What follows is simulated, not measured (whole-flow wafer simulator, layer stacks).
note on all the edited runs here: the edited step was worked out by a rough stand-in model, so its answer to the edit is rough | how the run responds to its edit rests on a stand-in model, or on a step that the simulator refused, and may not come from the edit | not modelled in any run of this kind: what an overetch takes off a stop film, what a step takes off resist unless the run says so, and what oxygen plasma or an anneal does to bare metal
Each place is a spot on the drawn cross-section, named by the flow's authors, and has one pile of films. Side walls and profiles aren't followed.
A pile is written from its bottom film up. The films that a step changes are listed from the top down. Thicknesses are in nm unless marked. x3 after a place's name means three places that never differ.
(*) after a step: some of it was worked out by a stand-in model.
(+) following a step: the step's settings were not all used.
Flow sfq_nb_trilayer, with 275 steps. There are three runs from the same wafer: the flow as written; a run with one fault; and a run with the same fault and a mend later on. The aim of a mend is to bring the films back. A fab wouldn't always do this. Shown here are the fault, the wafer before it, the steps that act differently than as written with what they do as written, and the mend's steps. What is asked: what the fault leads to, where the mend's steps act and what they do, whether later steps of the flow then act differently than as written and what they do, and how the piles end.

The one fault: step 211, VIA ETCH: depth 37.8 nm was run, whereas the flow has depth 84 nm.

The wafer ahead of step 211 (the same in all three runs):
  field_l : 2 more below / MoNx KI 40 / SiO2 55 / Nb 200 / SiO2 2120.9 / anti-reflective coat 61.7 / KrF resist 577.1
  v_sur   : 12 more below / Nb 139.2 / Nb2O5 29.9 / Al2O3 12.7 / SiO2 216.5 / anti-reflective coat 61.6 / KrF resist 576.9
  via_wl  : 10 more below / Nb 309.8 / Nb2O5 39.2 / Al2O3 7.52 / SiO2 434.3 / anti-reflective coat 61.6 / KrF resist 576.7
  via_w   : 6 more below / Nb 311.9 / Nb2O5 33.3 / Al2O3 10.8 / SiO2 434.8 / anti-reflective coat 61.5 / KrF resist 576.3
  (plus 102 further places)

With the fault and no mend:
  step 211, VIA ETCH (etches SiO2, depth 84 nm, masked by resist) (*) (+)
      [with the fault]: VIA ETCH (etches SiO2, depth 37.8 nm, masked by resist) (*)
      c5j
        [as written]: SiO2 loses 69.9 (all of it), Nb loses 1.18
        [with the fault]: SiO2 loses 37.8
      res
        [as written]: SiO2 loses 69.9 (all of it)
        [with the fault]: SiO2 loses 37.8
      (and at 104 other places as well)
  Steps further on in the flow that do not act as written (4 other steps are not shown; they differ only slightly, by no more than 2% or 0.5 nm, whichever is larger):
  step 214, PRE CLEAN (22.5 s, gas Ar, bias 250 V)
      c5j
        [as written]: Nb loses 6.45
        [with the fault]: SiO2 loses 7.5
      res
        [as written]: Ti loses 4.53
        [with the fault]: SiO2 loses 7.5
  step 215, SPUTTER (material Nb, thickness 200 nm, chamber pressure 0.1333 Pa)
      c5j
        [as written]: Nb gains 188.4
        [with the fault]: Nb gains 196.6 (new film)
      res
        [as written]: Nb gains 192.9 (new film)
        [with the fault]: Nb gains 200 (new film)
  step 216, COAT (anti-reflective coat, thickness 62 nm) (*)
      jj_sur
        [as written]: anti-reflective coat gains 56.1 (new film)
        [with the fault]: anti-reflective coat gains 57.3 (new film)
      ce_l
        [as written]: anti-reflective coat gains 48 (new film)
        [with the fault]: anti-reflective coat gains 56.2 (new film)
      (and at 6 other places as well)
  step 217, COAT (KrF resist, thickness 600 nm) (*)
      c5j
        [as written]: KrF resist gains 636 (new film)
        [with the fault]: KrF resist gains 622.2 (new film)
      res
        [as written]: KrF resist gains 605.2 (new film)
        [with the fault]: KrF resist gains 589.8 (new film)
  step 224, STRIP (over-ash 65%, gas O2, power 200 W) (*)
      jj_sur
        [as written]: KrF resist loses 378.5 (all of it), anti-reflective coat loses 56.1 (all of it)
        [with the fault]: KrF resist loses 379.9 (all of it), anti-reflective coat loses 57.3 (all of it)
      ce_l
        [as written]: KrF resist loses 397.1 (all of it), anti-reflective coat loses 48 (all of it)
        [with the fault]: KrF resist loses 392.1 (all of it), anti-reflective coat loses 56.2 (all of it)
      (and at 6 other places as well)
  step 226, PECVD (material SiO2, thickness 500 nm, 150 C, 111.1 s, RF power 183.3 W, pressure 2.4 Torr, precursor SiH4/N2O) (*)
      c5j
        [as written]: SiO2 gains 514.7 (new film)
        [with the fault]: SiO2 gains 500 (new film)
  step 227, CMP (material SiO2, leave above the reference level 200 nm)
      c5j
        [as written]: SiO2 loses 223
        [with the fault]: SiO2 loses 248.7
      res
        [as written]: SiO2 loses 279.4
        [with the fault]: SiO2 loses 315.6
  At c5j, res, the piles at the end differ from the flow's by more than 2% or 0.5 nm, whichever is larger.
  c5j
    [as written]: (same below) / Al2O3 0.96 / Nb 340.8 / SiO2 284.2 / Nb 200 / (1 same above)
    [with the fault]: (same below) / Al2O3 0.96 / Nb 160 / SiO2 24.6 / Nb 196.6 / SiO2 243.8 / Nb 200 / (1 same above)
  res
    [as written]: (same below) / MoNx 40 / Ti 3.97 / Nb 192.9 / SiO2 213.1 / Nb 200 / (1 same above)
    [with the fault]: (same below) / MoNx 40 / Ti 8.5 / SiO2 24.6 / Nb 200 / SiO2 176.9 / Nb 200 / (1 same above)

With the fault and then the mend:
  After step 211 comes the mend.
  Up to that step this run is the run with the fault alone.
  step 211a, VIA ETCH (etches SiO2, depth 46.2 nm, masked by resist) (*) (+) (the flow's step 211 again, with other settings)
      field_l, v_sur, via_wl and 101 more
        KrF resist loses 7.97
      c5j
        SiO2 loses 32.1 (all of it), Nb loses 1.18
      res
        SiO2 loses 32.1 (all of it)
  Every later step of the flow that is run acts as written at every place that is followed.
  By the end, the piles equal the flow's at every place that both follow.
